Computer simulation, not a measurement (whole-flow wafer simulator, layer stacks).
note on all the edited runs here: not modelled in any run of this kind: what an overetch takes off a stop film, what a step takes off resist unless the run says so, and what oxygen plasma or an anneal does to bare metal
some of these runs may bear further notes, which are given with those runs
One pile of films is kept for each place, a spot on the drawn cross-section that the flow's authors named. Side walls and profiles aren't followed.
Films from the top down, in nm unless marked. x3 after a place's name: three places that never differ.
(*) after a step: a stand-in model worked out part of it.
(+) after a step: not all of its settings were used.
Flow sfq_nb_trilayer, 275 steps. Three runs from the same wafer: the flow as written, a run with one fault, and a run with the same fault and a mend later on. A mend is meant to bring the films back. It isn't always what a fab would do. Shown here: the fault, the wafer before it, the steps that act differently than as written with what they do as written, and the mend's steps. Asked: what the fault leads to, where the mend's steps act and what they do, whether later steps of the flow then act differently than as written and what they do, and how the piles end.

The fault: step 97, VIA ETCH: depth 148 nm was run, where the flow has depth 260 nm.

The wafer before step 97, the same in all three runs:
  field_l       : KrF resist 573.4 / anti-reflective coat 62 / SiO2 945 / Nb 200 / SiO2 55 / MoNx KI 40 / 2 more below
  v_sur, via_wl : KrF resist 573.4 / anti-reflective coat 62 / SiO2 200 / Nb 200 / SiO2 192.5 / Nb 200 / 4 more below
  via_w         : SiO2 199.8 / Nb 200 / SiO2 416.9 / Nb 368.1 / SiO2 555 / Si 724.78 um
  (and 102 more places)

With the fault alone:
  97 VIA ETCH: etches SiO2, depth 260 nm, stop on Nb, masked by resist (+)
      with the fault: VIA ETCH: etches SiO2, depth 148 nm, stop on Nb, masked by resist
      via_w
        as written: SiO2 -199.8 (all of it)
        with the fault: SiO2 -148
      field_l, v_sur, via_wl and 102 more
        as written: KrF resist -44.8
        with the fault: KrF resist -25.5
  Later steps of the flow that act differently than as written (3 more steps differ only slightly, by at most 2% or 0.5 nm, whichever is larger, and aren't shown):
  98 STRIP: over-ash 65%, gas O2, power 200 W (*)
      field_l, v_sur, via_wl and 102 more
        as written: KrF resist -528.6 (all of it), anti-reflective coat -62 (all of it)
        with the fault: KrF resist -547.9 (all of it), anti-reflective coat -62 (all of it)
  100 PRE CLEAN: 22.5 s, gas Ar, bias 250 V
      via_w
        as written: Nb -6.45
        with the fault: SiO2 -7.5
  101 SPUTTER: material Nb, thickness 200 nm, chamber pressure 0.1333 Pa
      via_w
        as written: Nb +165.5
        with the fault: Nb +176.7 (new film)
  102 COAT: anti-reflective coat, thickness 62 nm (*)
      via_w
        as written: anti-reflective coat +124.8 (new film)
        with the fault: anti-reflective coat +112.4 (new film)
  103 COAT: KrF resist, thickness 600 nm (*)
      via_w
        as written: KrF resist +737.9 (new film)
        with the fault: KrF resist +696.2 (new film)
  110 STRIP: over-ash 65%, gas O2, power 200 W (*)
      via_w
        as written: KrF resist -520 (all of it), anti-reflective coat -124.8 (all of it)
        with the fault: KrF resist -478.3 (all of it), anti-reflective coat -112.4 (all of it)
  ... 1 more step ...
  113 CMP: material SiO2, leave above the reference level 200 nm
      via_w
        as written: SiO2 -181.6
        with the fault: SiO2 -157.1
  At the end the piles differ from the flow's by more than 2% or 0.5 nm, whichever is larger, at via_w.
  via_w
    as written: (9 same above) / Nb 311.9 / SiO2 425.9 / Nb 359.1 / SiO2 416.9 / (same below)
    with the fault: (9 same above) / Nb 311.9 / SiO2 364 / Nb 176.7 / SiO2 44.3 / Nb 200 / SiO2 416.9 / (same below)

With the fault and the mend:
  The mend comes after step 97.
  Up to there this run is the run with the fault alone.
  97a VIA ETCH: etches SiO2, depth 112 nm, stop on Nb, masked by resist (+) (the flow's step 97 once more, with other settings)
      field_l, v_sur, via_wl and 102 more
        KrF resist -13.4
      via_w
        SiO2 -51.8 (all of it)
  No later step of the flow acts differently than as written, at any place that is followed, by more than 2% or 0.5 nm, whichever is larger.
  At the end the piles are the same as the flow's at every place that both follow.
